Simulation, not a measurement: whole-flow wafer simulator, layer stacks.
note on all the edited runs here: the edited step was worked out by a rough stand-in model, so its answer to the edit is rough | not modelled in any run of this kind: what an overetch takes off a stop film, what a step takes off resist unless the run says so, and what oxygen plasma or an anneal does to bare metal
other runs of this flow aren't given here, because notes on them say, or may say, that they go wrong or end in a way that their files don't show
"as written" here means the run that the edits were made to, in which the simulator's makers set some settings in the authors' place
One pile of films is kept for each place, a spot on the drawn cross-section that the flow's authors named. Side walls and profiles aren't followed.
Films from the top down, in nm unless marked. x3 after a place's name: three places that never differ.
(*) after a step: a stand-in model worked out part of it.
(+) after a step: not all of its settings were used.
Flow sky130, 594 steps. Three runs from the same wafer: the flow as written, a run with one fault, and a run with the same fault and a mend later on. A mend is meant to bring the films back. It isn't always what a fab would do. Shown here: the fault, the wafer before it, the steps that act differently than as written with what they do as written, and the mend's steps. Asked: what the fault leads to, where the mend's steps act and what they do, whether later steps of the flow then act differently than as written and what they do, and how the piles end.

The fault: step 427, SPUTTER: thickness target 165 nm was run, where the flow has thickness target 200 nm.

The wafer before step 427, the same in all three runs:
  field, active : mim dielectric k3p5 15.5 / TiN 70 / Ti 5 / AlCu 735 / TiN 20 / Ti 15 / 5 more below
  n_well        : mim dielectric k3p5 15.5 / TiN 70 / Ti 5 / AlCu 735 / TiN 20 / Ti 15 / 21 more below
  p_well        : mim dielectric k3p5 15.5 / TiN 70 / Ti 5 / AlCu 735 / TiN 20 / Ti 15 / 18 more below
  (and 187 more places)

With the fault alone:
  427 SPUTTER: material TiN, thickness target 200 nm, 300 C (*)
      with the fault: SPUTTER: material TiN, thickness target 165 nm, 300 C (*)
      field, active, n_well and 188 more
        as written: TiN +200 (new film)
        with the fault: TiN +165 (new film)
  Later steps of the flow that act differently than as written (3 more steps differ only slightly, by at most 2% or 0.5 nm, whichever is larger, and aren't shown):
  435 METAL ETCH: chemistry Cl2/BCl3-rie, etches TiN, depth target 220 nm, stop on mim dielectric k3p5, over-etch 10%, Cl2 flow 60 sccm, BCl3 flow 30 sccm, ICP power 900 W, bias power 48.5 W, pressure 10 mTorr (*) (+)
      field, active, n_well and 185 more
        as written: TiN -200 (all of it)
        with the fault: TiN -165 (all of it)
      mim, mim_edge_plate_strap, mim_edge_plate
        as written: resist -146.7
        with the fault: resist -121
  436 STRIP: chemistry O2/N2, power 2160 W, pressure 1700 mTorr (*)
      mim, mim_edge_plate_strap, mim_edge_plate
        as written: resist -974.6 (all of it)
        with the fault: resist -1000.3 (all of it)
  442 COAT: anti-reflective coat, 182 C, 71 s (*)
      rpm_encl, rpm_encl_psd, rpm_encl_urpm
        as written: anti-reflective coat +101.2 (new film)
        with the fault: anti-reflective coat +104.2 (new film)
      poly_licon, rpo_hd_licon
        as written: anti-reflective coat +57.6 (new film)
        with the fault: anti-reflective coat +67.2 (new film)
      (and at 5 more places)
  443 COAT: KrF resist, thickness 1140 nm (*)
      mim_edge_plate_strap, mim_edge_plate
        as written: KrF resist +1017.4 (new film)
        with the fault: KrF resist +1052.4 (new film)
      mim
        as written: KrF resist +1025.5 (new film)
        with the fault: KrF resist +1057.3 (new film)
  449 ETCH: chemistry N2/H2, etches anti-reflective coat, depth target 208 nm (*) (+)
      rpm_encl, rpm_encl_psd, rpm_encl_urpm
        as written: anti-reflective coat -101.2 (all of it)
        with the fault: anti-reflective coat -104.2 (all of it)
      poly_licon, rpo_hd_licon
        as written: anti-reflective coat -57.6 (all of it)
        with the fault: anti-reflective coat -67.2 (all of it)
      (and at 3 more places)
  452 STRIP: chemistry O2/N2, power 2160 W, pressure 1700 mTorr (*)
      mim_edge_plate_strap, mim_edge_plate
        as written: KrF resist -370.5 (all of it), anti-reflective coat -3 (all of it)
        with the fault: KrF resist -405.4 (all of it), anti-reflective coat -3 (all of it)
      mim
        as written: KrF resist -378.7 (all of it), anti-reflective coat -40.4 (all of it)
        with the fault: KrF resist -410.4 (all of it), anti-reflective coat -32.9 (all of it)
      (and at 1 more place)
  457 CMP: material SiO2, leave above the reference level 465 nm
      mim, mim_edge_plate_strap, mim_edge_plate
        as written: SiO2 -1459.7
        with the fault: SiO2 -1424.7
  At the end the piles differ from the flow's by more than 2% or 0.5 nm, whichever is larger, at mim, mim_edge_plate_strap, mim_edge_plate.
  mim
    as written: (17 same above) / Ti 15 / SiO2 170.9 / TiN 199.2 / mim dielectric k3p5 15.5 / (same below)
    with the fault: (17 same above) / Ti 15 / SiO2 205.9 / TiN 164.2 / mim dielectric k3p5 15.5 / (same below)
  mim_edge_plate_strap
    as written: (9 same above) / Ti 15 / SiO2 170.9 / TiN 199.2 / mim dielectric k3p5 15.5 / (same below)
    with the fault: (9 same above) / Ti 15 / SiO2 205.9 / TiN 164.2 / mim dielectric k3p5 15.5 / (same below)
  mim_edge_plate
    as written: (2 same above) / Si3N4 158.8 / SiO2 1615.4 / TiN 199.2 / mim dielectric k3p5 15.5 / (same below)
    with the fault: (2 same above) / Si3N4 158.8 / SiO2 1650.4 / TiN 164.2 / mim dielectric k3p5 15.5 / (same below)

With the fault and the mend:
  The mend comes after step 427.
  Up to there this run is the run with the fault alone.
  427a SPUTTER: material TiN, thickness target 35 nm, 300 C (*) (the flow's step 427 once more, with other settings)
      field, active, n_well and 188 more
        TiN +35
  No later step of the flow acts differently than as written at any place that is followed.
  At the end the piles are the same as the flow's at every place that both follow.
